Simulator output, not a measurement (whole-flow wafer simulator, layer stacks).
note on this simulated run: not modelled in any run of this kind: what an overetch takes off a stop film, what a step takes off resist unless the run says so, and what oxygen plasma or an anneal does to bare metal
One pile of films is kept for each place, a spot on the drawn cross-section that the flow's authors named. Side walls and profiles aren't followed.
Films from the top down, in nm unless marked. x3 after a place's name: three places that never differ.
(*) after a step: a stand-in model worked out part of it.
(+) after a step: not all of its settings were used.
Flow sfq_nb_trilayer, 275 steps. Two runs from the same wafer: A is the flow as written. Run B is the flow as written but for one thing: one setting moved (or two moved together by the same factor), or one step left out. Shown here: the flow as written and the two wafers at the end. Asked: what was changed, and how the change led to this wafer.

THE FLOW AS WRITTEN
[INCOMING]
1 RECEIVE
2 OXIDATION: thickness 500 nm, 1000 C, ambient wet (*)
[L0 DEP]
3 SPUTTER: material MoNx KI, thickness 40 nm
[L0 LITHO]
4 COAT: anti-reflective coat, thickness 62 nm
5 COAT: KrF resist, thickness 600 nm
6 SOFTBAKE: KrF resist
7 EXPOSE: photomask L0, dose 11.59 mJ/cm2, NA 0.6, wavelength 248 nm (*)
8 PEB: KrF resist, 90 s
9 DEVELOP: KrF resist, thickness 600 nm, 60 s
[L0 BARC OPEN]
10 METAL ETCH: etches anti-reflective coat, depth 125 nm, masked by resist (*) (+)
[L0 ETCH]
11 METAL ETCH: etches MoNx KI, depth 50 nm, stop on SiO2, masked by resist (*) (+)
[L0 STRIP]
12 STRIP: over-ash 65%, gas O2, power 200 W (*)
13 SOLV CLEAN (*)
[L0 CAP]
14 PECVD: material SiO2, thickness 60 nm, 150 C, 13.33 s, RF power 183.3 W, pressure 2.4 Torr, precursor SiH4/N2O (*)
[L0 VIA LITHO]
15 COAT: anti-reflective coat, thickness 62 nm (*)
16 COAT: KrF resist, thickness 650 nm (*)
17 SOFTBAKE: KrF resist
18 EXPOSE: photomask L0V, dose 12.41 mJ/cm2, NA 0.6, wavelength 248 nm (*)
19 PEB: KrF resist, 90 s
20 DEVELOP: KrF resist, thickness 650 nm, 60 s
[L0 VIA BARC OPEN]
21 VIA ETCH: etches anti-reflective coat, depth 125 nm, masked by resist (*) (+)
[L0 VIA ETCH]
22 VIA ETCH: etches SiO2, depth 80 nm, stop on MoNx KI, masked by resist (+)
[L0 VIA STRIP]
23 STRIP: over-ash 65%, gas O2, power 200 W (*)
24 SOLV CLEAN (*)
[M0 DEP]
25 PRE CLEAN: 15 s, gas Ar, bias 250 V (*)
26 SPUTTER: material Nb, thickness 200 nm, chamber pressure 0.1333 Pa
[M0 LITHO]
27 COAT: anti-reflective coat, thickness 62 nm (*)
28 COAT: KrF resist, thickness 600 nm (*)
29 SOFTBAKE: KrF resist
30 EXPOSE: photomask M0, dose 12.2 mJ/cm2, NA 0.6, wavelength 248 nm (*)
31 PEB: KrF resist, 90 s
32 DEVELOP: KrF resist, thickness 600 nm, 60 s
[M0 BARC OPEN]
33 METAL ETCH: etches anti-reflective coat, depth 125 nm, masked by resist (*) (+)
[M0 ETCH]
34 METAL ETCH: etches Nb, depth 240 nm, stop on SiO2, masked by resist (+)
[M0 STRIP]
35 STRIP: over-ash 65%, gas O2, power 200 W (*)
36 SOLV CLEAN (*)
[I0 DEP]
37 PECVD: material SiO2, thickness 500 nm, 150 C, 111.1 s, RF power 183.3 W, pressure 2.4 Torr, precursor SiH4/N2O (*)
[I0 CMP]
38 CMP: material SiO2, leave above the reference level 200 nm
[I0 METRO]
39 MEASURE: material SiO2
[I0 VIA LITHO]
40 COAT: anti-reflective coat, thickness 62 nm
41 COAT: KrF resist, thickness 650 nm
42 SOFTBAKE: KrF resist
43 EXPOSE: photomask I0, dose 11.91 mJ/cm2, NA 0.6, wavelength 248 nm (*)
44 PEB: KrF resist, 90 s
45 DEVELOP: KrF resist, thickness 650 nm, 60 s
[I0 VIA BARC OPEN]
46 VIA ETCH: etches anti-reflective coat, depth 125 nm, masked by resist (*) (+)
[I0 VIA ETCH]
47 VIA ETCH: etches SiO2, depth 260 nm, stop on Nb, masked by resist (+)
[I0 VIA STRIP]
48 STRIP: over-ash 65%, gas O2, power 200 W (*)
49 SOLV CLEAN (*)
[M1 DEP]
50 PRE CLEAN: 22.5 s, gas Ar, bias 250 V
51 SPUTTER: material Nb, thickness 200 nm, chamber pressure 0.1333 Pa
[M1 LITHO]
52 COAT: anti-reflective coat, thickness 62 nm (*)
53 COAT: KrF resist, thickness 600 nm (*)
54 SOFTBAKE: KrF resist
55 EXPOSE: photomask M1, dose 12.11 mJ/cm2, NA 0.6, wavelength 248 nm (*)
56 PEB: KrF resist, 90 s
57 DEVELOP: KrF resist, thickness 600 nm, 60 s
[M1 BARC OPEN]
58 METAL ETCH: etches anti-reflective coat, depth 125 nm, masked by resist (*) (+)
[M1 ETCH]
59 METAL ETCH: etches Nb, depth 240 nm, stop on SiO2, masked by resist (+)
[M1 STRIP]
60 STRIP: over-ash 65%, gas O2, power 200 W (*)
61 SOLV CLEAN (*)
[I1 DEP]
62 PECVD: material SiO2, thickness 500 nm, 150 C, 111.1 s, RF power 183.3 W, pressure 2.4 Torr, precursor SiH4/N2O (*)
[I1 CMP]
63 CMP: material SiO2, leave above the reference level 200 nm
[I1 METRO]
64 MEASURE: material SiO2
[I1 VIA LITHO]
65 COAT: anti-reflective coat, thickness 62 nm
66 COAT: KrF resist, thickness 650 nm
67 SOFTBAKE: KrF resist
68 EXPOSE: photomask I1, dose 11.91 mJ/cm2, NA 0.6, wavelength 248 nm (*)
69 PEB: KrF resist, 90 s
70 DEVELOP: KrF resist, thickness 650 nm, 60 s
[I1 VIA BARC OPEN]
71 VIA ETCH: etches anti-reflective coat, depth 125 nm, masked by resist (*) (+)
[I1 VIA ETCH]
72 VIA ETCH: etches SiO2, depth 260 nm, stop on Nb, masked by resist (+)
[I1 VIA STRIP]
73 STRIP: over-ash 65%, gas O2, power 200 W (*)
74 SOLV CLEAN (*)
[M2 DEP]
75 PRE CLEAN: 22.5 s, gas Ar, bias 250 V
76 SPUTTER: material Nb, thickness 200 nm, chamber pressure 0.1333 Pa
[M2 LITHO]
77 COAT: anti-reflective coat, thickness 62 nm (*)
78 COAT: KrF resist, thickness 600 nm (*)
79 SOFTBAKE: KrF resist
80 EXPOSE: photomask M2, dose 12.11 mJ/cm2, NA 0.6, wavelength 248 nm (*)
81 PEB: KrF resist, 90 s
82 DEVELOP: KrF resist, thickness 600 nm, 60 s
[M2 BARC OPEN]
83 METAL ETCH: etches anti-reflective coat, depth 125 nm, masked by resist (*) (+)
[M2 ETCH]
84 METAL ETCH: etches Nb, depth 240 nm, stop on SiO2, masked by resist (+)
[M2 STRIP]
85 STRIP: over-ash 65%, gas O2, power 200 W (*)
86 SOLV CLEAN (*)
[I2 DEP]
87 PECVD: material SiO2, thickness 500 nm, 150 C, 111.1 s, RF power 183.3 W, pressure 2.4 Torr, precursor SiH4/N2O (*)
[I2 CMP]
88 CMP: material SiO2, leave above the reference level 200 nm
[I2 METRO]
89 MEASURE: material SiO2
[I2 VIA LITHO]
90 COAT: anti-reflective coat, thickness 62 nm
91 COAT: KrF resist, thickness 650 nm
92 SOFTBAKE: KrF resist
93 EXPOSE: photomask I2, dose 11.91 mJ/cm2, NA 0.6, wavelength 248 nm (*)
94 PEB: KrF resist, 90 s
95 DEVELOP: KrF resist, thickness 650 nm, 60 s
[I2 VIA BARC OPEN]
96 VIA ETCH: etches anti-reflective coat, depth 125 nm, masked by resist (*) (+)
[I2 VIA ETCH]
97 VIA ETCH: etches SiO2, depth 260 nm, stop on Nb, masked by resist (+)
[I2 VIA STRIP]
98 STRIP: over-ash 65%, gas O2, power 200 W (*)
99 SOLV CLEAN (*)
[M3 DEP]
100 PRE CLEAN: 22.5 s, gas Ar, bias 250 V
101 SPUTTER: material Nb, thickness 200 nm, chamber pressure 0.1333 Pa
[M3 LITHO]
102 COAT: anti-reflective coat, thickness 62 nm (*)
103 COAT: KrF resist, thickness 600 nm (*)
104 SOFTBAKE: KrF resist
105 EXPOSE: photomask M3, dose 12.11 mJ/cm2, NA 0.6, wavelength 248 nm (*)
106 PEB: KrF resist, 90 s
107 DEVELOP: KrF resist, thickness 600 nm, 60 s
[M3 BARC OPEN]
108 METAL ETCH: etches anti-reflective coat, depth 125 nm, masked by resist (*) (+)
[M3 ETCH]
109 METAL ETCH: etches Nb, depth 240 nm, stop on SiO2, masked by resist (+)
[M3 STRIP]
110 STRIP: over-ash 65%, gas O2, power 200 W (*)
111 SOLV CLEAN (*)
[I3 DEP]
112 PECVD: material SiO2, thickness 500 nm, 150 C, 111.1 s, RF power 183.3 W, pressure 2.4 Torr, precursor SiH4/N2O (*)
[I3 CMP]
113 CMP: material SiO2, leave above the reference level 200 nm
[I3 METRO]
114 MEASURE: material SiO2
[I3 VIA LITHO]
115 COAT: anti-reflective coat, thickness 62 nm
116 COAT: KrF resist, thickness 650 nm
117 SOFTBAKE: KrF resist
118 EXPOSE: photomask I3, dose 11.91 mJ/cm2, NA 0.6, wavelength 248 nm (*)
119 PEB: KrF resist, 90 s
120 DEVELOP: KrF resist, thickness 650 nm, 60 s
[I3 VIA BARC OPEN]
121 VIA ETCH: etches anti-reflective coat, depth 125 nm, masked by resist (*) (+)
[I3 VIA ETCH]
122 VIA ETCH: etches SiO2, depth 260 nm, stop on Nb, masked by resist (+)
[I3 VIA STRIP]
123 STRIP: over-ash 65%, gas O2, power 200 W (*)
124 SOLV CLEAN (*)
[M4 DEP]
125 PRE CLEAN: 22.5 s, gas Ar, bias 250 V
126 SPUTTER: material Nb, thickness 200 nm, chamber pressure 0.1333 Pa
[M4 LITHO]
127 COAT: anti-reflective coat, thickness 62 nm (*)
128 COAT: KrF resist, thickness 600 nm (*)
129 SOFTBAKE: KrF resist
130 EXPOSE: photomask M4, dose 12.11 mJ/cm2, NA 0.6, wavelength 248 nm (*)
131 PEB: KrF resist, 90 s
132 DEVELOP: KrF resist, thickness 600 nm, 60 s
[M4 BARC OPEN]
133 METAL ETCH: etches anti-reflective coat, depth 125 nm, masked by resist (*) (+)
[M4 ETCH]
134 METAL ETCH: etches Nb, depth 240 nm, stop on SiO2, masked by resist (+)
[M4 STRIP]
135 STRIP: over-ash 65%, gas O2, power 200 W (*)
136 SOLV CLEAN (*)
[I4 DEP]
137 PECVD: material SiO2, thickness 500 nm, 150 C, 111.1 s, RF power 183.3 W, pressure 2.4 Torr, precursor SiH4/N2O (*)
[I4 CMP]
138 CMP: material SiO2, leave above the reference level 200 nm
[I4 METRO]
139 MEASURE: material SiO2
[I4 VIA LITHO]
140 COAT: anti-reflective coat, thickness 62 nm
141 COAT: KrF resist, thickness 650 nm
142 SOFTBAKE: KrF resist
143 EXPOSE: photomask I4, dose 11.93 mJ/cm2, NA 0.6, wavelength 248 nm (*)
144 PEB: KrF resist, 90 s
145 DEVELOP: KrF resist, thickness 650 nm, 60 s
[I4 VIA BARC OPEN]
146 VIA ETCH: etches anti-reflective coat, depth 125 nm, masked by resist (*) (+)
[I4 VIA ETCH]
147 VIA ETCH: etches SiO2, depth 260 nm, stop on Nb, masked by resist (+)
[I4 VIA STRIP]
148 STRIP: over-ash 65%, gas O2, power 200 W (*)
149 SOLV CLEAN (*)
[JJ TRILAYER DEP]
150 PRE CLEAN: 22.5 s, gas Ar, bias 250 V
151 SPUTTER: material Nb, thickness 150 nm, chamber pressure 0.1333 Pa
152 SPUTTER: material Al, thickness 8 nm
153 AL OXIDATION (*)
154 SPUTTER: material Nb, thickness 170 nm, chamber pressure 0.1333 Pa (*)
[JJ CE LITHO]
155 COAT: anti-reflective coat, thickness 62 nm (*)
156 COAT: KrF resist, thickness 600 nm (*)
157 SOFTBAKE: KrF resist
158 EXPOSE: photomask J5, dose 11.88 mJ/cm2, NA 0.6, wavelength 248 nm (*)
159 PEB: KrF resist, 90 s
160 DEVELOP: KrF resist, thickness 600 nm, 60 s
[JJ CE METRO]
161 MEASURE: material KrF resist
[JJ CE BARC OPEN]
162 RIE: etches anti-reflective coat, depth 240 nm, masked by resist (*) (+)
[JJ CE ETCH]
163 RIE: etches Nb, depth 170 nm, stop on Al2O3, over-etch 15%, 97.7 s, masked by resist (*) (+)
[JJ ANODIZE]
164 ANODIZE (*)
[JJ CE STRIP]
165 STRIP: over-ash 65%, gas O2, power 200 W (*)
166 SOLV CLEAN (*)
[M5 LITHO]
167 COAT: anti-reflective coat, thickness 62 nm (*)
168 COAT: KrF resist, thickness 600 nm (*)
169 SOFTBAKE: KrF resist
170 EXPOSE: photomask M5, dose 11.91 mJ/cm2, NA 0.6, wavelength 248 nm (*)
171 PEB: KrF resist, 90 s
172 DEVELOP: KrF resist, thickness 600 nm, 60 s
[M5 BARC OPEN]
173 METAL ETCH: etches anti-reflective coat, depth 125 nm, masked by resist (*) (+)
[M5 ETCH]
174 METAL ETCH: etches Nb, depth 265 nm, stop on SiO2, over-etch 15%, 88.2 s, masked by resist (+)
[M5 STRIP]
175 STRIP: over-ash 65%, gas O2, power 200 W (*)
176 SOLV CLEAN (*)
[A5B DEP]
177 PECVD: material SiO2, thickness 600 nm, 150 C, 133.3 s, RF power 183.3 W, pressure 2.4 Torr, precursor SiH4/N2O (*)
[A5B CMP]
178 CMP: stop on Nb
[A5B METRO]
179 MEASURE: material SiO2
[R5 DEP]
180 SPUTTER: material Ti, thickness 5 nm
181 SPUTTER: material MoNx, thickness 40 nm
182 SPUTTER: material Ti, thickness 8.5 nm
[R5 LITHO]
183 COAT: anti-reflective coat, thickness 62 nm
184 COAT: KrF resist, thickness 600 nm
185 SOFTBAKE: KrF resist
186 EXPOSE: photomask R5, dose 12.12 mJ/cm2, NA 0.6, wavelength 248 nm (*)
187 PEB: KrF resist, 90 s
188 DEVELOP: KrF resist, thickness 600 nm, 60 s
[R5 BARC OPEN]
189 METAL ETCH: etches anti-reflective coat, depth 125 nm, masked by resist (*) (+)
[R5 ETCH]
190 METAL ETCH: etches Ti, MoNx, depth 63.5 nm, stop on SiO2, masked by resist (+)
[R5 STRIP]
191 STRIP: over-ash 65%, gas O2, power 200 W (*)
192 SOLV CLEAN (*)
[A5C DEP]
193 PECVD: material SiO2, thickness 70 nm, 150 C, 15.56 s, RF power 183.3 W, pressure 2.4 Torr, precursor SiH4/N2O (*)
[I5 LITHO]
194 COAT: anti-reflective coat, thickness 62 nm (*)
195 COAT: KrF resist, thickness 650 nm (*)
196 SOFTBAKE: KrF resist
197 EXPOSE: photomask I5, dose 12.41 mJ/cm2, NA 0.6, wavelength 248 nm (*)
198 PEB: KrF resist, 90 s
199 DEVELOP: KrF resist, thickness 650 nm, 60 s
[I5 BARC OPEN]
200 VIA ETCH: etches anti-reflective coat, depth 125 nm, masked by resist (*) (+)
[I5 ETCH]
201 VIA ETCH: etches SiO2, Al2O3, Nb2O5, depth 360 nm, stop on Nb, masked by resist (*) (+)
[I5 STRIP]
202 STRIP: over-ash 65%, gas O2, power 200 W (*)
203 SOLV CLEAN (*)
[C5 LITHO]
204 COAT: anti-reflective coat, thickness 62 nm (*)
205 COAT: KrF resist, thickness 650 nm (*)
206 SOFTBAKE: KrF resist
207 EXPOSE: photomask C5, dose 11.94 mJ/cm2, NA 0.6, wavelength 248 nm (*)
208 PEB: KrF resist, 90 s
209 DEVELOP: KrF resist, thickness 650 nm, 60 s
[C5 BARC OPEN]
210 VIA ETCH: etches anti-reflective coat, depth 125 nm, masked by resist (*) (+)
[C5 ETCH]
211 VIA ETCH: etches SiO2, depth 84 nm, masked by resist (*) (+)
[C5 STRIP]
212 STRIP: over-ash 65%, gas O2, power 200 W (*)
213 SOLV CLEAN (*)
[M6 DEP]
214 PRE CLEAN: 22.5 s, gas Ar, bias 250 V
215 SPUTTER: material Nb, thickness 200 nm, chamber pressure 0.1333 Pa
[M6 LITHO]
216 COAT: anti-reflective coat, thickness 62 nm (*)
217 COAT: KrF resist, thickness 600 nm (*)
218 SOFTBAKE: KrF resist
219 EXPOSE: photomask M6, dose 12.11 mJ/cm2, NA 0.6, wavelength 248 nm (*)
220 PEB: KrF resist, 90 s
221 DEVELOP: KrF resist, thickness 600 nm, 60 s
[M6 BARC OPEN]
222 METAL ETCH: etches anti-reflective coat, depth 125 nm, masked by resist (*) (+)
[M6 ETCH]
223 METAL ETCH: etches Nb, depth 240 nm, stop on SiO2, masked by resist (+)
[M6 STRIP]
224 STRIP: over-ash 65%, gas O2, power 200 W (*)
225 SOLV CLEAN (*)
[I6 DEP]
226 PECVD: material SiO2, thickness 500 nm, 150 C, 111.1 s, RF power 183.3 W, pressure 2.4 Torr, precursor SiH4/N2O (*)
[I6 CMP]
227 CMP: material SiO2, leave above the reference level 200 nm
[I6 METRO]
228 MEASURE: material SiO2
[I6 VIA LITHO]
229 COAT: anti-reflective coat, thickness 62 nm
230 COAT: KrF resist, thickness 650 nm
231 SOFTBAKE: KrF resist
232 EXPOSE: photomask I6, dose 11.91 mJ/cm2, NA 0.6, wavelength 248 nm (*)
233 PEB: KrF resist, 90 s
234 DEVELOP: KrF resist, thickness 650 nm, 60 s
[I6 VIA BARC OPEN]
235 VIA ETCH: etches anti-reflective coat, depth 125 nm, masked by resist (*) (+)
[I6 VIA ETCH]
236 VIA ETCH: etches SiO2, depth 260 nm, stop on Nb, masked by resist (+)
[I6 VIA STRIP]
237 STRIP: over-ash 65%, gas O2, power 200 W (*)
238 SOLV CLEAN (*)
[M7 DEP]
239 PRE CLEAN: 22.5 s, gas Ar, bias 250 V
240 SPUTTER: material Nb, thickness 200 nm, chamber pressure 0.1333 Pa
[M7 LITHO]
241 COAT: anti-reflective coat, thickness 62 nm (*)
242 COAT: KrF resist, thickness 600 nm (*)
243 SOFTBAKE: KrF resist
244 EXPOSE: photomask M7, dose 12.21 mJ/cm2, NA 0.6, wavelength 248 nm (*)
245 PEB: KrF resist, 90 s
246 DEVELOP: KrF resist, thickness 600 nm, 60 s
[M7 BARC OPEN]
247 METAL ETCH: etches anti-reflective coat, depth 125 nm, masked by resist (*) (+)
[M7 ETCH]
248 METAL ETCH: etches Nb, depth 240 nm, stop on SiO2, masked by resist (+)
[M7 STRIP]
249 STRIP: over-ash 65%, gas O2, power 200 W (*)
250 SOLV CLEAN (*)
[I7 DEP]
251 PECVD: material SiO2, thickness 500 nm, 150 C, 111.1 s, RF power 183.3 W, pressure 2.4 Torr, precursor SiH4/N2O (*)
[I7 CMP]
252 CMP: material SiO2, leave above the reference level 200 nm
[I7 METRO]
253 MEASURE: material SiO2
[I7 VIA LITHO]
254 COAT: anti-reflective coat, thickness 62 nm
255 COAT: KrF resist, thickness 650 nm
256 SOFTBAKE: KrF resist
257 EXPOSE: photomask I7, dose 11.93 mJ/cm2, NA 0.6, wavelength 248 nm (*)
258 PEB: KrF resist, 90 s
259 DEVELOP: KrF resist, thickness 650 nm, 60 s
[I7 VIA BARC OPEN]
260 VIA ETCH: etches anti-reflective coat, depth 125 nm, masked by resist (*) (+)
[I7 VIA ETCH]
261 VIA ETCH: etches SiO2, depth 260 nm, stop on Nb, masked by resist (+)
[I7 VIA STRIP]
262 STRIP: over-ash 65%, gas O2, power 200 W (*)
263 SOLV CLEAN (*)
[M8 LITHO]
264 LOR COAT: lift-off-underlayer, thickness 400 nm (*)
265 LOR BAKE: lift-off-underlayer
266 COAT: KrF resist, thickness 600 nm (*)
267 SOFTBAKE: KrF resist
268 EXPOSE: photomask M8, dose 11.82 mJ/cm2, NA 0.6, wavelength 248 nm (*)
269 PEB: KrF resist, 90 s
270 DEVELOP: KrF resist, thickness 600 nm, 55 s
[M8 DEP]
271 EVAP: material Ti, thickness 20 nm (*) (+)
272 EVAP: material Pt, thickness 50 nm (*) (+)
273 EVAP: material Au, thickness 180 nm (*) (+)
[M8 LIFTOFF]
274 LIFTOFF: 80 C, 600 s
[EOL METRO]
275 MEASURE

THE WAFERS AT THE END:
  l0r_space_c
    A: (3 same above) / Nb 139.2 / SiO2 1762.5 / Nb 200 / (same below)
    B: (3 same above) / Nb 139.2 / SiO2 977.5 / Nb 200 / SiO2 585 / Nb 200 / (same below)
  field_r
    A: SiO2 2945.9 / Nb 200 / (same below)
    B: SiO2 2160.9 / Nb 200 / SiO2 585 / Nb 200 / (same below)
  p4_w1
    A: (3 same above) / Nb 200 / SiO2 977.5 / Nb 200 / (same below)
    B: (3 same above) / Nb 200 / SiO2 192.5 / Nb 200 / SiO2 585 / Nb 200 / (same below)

The cause: step 84, METAL ETCH: etches Nb, depth 240 nm, stop on SiO2, masked by resist (+), was left out.

How the change led to this, step by step:
  85 STRIP: over-ash 65%, gas O2, power 200 W (*)
      wl_j_sl, wl_jj, wl_j_sr and 12 more: A KrF resist -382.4 (all of it), anti-reflective coat -62 (all of it) | B KrF resist -523.6 (all of it), anti-reflective coat -62 (all of it)
      v_sur: A KrF resist -380 (all of it), anti-reflective coat -61.4 (all of it) | B KrF resist -521.2 (all of it), anti-reflective coat -61.4 (all of it)
      (and at 6 more places)
  87 PECVD: material SiO2, thickness 500 nm, 150 C, 111.1 s, RF power 183.3 W, pressure 2.4 Torr, precursor SiH4/N2O (*)
      field_l, be, be_sur and 81 more: A SiO2 +500 | B SiO2 +500 (new film)
  88 CMP: material SiO2, leave above the reference level 200 nm
      field_l, be, be_sur and 81 more: A SiO2 -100 | B SiO2 -300
Counting metal films that touch as one body, l0r_space_c has 3 bodies (between them, from the top down: SiO2 977.5; SiO2 585); the flow as written gives 2 bodies (between them, from the top down: SiO2 1762.5).
Counting metal films that touch as one body, field_r has 2 bodies (between them, from the top down: SiO2 585); the flow as written gives 1 body.
Counting metal films that touch as one body, p4_w1 has 4 bodies (between them, from the top down: SiO2 192.5; SiO2 192.5; SiO2 585); the flow as written gives 3 bodies (between them, from the top down: SiO2 192.5; SiO2 977.5).
